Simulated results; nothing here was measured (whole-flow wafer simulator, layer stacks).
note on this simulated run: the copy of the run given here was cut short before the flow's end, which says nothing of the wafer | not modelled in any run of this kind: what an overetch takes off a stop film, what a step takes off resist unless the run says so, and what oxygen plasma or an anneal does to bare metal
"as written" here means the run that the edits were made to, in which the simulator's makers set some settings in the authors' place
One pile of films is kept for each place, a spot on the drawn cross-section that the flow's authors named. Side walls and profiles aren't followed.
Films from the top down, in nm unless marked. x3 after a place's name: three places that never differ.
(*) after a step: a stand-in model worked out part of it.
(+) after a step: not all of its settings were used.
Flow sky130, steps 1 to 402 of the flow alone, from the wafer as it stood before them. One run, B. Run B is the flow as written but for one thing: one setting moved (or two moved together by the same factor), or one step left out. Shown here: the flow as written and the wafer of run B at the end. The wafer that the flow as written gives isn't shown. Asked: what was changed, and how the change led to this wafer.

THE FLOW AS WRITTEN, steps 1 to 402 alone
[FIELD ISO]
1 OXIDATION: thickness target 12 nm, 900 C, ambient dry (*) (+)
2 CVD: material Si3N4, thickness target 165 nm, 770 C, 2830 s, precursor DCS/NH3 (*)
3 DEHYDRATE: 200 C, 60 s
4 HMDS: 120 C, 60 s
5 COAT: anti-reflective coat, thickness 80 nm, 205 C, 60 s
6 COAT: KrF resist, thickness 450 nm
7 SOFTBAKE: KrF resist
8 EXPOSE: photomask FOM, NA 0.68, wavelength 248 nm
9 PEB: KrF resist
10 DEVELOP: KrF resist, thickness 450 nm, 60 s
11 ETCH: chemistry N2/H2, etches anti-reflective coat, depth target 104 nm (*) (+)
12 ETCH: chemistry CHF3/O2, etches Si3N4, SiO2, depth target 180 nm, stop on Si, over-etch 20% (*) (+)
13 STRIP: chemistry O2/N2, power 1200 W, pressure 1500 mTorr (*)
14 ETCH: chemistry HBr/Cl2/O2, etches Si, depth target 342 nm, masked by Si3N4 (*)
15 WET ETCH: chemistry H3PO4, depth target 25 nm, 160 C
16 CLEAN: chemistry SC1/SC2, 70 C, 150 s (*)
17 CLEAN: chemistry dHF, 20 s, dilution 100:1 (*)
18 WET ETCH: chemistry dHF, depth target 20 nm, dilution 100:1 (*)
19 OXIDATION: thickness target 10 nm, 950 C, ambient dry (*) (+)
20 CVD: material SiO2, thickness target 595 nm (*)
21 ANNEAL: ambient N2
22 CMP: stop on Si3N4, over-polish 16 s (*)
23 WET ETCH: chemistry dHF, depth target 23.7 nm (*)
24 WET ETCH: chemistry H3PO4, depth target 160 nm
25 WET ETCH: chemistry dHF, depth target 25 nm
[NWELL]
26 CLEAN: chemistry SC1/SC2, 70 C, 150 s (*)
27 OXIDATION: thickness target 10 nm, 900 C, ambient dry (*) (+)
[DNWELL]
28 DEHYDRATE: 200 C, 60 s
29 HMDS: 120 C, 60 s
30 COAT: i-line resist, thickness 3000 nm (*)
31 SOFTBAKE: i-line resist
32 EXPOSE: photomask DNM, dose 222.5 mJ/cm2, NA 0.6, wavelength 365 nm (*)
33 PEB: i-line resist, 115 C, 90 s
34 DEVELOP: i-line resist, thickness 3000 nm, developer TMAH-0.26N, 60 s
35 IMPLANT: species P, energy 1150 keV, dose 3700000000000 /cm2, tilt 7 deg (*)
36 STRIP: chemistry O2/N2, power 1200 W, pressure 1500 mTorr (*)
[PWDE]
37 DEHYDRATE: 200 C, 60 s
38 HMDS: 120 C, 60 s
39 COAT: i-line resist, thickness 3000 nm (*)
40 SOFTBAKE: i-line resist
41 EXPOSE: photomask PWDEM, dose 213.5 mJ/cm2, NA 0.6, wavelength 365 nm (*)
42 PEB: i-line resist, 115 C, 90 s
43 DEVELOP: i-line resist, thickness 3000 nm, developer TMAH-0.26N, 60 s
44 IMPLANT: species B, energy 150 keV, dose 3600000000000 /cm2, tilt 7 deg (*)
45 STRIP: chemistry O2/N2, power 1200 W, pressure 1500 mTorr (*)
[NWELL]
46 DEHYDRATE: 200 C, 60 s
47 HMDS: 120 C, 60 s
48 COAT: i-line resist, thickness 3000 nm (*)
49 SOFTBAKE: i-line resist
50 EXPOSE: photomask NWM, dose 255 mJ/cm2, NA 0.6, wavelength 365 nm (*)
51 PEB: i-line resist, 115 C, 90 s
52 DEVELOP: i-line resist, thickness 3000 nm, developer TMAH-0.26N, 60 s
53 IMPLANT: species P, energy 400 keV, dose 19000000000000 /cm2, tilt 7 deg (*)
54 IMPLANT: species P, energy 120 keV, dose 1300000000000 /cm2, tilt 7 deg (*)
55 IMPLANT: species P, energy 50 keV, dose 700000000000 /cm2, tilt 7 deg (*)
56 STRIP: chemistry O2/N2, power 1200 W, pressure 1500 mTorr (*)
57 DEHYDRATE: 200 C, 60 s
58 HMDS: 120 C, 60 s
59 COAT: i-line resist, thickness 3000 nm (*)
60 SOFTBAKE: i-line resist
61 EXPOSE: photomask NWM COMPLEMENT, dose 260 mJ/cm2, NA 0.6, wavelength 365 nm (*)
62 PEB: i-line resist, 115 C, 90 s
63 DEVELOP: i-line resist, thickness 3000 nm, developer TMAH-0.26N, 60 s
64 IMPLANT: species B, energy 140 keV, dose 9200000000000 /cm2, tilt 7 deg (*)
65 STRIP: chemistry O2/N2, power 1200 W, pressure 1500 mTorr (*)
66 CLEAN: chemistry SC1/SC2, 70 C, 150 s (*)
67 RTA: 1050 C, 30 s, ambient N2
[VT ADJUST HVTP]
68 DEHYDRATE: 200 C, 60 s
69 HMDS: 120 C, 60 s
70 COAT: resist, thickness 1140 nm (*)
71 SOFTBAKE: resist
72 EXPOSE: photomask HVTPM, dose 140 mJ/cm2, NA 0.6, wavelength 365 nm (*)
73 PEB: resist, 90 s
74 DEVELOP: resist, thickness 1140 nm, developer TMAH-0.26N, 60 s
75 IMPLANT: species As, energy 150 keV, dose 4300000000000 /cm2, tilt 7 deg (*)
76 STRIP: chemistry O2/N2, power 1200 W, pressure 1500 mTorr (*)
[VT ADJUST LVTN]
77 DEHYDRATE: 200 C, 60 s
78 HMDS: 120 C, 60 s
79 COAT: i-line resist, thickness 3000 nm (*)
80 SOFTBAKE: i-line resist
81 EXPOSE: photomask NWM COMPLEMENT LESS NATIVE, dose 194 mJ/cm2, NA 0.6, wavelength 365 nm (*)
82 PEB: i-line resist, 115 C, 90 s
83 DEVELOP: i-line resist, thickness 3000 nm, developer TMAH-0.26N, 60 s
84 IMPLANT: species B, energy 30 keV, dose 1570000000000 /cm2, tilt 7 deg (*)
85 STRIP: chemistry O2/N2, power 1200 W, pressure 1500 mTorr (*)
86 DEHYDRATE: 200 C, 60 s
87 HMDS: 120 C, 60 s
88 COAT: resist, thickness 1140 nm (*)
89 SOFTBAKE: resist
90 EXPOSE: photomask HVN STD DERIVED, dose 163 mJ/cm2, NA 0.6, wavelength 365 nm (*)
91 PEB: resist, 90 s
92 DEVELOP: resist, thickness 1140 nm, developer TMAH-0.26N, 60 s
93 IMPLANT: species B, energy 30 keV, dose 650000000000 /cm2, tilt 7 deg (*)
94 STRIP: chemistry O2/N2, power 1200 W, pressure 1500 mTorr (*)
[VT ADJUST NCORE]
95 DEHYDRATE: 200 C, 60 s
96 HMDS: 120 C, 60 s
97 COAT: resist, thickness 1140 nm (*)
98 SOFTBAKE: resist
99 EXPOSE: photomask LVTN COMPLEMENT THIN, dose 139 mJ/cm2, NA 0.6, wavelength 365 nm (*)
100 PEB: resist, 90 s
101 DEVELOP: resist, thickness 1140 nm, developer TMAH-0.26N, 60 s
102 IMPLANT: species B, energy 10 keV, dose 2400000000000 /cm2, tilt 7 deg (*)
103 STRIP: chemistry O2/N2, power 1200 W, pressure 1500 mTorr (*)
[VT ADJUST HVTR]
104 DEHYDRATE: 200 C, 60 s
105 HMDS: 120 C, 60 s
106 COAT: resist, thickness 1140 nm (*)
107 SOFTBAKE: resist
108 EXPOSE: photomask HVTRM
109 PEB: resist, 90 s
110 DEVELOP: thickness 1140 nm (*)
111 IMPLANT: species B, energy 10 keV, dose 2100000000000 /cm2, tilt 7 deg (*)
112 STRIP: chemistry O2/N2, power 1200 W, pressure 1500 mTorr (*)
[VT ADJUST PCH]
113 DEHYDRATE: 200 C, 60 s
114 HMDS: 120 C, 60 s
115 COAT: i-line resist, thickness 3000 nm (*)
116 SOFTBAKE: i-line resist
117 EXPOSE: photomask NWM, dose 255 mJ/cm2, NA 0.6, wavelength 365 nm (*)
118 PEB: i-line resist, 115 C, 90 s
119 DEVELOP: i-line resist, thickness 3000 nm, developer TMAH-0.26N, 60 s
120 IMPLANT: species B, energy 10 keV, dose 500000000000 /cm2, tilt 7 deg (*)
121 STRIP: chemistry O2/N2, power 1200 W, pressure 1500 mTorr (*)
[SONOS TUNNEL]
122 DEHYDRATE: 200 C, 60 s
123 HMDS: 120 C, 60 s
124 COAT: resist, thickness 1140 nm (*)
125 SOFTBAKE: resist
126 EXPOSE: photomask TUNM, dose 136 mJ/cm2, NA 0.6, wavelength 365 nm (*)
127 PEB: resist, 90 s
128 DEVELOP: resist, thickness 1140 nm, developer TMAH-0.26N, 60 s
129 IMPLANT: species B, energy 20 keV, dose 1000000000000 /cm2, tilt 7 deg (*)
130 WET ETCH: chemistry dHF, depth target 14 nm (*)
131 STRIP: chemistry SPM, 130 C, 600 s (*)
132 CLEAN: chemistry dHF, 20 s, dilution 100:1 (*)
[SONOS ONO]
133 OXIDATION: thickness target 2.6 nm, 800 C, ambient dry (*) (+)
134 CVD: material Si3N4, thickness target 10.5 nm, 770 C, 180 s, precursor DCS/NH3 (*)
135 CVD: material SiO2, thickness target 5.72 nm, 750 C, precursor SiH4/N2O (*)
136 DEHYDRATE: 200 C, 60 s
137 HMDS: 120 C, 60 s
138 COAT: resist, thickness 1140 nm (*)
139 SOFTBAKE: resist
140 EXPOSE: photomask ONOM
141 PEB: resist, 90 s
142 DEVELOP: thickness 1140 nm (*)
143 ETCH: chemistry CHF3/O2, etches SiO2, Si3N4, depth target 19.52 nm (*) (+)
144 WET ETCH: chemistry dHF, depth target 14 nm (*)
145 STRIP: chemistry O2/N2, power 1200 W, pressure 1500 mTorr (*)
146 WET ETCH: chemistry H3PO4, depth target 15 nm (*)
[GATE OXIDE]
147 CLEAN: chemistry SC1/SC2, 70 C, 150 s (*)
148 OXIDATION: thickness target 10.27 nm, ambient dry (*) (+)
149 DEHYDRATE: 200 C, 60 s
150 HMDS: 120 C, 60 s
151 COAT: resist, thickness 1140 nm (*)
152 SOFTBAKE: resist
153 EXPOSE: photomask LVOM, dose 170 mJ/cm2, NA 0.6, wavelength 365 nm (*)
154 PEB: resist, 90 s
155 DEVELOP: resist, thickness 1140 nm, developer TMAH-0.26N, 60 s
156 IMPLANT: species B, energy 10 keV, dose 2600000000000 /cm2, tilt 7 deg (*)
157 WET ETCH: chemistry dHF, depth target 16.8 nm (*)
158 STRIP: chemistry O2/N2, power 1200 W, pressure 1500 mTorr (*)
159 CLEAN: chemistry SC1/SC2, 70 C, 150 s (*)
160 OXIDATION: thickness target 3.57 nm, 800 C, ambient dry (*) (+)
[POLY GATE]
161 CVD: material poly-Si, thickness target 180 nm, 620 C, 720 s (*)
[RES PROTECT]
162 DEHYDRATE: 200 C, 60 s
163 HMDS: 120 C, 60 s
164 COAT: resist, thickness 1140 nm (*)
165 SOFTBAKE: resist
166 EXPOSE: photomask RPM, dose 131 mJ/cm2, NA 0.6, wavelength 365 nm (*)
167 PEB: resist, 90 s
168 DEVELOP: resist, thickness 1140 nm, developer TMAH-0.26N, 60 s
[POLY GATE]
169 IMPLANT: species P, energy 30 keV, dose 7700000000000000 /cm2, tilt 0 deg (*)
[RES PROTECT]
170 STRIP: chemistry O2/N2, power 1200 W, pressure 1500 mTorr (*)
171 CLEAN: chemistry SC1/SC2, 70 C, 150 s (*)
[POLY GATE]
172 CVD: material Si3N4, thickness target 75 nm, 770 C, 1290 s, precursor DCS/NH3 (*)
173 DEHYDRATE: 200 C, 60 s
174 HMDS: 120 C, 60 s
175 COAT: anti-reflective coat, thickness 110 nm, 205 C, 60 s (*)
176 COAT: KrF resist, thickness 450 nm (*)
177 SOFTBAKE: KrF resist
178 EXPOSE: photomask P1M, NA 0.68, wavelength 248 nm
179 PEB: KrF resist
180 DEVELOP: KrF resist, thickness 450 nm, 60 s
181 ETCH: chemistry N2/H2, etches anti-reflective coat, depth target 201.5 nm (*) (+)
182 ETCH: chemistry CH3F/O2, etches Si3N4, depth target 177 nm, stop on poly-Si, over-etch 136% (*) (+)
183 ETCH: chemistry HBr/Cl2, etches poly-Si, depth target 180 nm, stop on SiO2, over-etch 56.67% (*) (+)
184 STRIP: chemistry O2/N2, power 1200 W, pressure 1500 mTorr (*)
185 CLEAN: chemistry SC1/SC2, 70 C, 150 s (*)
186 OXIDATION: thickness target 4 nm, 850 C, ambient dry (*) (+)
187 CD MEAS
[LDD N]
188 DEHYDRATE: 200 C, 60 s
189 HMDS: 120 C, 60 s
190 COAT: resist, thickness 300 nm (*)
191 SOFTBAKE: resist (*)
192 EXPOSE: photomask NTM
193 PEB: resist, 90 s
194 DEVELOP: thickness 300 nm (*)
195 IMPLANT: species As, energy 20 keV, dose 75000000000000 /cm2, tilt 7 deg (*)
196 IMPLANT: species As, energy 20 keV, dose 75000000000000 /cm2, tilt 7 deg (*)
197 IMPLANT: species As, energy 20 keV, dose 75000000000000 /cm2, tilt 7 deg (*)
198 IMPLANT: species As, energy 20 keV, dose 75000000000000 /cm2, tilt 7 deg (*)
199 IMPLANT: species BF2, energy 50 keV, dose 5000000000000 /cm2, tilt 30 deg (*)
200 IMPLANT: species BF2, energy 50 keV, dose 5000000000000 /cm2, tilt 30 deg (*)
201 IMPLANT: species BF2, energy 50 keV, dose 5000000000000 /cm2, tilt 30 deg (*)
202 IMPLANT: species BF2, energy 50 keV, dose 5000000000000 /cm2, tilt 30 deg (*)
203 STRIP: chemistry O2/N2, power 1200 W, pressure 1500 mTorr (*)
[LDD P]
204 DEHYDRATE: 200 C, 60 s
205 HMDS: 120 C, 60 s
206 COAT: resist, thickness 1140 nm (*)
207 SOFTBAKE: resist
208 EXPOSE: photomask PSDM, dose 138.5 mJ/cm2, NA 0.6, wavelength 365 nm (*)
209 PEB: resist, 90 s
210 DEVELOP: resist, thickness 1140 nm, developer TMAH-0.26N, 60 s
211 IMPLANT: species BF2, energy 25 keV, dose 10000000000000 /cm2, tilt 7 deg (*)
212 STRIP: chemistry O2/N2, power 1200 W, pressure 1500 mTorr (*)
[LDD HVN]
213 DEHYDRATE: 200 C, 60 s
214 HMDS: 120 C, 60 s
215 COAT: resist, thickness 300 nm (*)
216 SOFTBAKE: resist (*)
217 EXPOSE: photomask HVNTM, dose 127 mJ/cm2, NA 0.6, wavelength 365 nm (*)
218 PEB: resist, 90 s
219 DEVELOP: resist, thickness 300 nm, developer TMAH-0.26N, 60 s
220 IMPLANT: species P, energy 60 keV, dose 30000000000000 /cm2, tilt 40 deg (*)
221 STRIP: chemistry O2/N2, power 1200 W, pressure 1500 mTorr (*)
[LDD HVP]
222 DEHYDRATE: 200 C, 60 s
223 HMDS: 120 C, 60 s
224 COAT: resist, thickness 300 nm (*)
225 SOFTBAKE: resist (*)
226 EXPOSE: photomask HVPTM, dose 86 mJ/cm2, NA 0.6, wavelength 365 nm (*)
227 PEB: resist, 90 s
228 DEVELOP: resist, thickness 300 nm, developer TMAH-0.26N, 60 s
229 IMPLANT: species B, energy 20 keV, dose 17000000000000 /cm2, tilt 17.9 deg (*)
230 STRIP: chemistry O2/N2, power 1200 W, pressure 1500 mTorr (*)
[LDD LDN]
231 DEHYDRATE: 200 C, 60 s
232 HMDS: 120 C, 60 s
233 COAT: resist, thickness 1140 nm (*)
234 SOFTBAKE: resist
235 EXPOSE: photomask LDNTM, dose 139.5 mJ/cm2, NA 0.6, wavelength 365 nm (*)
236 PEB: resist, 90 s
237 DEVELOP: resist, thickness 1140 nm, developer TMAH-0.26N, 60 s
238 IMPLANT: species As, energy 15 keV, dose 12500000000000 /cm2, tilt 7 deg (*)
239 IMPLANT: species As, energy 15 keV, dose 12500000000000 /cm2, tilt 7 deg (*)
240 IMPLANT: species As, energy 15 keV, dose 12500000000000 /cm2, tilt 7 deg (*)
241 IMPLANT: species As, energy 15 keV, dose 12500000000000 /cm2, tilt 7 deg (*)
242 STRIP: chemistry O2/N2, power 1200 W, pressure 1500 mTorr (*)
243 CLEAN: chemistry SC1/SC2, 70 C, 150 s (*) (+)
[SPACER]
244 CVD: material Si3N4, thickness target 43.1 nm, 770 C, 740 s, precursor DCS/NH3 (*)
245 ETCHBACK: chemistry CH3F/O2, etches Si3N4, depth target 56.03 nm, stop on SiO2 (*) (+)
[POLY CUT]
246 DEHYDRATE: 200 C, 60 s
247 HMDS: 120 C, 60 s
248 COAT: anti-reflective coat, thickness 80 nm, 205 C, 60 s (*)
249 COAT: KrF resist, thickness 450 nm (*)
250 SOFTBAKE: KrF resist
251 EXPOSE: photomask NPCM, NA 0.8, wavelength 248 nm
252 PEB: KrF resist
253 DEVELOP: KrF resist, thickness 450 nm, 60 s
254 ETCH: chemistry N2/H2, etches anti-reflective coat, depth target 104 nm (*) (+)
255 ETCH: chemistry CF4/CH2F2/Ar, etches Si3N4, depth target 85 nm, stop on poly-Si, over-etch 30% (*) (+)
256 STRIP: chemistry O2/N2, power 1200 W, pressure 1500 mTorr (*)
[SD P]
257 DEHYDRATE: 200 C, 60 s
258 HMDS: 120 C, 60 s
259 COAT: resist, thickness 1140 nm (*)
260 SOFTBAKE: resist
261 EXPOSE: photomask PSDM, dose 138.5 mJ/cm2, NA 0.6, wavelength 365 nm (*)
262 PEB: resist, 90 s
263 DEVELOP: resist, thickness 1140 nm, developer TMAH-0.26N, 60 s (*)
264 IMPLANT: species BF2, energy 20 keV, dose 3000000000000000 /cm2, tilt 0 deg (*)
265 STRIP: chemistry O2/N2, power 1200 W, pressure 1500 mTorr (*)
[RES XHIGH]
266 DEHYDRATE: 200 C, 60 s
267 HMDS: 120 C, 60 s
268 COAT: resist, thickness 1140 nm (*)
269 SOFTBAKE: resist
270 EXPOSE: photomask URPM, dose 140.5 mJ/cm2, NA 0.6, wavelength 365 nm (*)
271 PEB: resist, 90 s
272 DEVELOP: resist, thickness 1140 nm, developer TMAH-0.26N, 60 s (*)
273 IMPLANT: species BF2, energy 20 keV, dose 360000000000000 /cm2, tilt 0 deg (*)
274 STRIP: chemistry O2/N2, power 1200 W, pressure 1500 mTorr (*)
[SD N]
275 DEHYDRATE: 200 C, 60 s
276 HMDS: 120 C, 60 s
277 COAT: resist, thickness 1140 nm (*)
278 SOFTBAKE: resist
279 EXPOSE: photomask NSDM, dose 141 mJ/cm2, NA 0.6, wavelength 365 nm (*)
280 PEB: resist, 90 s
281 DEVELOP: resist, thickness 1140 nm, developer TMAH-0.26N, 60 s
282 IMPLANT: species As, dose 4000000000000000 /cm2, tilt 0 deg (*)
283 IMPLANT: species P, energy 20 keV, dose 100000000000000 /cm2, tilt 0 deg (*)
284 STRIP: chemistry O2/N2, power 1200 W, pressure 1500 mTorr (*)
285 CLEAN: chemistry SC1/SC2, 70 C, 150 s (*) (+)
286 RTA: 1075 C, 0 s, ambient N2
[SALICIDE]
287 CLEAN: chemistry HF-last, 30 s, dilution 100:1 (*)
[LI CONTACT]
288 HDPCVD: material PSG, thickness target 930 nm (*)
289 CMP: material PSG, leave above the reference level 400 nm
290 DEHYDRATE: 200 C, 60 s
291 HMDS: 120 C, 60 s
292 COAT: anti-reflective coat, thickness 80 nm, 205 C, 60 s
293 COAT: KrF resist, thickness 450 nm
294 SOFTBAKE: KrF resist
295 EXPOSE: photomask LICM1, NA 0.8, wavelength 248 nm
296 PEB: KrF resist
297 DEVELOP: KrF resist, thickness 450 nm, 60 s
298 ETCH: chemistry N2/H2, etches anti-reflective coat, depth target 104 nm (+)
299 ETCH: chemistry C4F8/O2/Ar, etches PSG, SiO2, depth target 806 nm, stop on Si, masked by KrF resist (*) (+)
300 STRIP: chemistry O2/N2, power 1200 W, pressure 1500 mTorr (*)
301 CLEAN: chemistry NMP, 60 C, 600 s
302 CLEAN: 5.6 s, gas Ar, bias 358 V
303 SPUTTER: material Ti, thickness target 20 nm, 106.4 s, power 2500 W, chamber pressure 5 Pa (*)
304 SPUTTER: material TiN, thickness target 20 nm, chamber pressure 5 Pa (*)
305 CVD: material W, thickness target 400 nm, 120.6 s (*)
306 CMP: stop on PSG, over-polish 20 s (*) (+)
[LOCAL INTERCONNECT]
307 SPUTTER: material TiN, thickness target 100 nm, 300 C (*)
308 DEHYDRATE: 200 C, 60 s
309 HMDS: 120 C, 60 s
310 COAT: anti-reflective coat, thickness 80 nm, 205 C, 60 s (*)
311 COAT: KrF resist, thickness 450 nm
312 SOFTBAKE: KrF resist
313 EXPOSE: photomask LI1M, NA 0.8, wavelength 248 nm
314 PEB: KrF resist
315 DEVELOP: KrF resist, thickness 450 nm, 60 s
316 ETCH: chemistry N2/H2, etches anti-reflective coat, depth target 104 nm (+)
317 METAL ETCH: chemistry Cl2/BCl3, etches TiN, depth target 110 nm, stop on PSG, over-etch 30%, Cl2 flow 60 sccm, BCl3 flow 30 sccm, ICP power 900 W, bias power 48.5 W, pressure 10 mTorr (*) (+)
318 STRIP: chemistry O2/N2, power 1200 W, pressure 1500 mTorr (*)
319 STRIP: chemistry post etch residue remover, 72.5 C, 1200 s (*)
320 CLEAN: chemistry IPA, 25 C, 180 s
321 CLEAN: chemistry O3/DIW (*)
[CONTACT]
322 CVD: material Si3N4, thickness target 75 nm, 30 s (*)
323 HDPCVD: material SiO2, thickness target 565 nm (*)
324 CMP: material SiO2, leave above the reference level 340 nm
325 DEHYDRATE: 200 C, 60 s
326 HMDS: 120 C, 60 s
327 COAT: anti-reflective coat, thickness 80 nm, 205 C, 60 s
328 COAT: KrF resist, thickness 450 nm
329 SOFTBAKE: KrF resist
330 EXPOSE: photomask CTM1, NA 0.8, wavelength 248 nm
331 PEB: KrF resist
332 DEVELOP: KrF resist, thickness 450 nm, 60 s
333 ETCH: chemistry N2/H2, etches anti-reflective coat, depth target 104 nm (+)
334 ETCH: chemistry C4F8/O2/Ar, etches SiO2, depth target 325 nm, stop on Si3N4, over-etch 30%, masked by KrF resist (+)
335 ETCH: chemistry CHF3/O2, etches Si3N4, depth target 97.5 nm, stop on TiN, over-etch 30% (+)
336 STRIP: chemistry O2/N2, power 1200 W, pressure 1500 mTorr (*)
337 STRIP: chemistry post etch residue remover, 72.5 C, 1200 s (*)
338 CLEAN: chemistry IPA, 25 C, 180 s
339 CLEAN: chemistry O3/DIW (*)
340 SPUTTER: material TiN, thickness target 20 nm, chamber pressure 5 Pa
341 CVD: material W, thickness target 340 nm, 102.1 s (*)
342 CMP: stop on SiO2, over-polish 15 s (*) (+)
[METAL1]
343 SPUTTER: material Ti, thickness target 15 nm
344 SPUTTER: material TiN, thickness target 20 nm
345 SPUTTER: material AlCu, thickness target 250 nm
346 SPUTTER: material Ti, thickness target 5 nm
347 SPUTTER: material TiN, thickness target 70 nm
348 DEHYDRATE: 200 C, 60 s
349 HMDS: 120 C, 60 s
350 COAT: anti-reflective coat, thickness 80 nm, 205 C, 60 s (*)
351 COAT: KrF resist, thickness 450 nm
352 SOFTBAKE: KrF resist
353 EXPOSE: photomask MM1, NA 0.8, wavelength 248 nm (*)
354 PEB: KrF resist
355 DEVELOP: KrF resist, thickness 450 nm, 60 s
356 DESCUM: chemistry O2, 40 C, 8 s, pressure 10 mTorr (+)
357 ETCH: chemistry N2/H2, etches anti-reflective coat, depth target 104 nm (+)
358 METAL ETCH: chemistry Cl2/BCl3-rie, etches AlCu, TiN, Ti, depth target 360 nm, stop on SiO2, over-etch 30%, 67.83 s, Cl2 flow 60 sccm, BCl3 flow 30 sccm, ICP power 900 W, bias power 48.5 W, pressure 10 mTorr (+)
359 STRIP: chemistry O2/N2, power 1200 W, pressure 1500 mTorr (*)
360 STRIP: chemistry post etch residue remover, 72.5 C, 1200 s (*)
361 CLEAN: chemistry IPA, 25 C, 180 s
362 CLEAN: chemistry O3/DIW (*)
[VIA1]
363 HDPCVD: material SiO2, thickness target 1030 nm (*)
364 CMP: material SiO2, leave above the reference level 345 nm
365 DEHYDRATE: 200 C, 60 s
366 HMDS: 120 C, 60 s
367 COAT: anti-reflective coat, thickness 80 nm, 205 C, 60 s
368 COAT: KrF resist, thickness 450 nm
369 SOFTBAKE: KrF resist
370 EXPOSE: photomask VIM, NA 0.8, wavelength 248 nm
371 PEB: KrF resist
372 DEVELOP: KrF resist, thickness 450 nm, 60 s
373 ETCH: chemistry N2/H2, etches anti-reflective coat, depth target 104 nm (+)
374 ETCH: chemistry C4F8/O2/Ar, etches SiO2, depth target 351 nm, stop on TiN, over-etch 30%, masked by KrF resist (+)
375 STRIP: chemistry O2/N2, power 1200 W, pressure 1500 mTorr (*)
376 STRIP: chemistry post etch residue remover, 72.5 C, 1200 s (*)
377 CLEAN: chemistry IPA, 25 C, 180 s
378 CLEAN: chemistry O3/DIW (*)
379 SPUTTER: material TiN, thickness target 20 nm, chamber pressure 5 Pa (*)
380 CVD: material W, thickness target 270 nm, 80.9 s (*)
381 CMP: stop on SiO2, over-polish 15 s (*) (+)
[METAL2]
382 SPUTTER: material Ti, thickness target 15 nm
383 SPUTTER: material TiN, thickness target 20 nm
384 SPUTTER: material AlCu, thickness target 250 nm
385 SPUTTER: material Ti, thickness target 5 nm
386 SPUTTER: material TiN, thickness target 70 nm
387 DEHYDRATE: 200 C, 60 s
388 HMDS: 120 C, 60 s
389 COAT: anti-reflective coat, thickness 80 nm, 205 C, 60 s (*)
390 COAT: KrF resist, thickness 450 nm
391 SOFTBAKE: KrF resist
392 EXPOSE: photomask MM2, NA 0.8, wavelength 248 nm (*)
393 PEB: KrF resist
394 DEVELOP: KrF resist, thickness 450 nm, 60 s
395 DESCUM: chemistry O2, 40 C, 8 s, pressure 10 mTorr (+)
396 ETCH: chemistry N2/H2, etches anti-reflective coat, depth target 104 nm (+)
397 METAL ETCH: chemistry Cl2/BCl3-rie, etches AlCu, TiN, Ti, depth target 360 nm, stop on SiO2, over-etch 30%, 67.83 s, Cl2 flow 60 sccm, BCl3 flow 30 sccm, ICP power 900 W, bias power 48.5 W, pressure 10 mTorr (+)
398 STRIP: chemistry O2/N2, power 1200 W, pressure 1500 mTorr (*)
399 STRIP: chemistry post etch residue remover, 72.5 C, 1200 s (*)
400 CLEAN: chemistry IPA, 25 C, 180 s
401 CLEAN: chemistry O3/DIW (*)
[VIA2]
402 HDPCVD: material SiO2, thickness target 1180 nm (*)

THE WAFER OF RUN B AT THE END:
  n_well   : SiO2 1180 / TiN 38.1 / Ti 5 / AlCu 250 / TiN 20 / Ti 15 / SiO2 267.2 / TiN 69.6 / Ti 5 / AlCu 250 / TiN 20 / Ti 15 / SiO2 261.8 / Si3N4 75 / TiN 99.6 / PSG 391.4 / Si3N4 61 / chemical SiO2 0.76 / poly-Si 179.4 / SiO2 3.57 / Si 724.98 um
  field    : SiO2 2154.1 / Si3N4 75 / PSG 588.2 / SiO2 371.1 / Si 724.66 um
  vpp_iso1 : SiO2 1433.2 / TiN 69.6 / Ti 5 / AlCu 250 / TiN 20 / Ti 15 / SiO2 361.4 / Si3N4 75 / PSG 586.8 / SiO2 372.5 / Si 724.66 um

The cause: step 386, SPUTTER: thickness target 38.5 nm was run, where the flow has thickness target 70 nm.

How the change led to this, step by step:
  386 SPUTTER: material TiN, thickness target 70 nm
      field, active, n_well and 188 more: TiN +38.5 (new film) (as written it would be: TiN +70 (new film))
  397 METAL ETCH: chemistry Cl2/BCl3-rie, etches AlCu, TiN, Ti, depth target 360 nm, stop on SiO2, over-etch 30%, 67.83 s, Cl2 flow 60 sccm, BCl3 flow 30 sccm, ICP power 900 W, bias power 48.5 W, pressure 10 mTorr (+)
      field, active, gate and 82 more: TiN -37.2 (all of it), Ti -5 (all of it), AlCu -250 (all of it), TiN -20 (all of it), Ti -15 (all of it), SiO2 -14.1 (as written it would be: TiN -68.7 (all of it), Ti -5 (all of it), AlCu -250 (all of it), TiN -20 (all of it), Ti -15 (all of it), SiO2 -10.9)
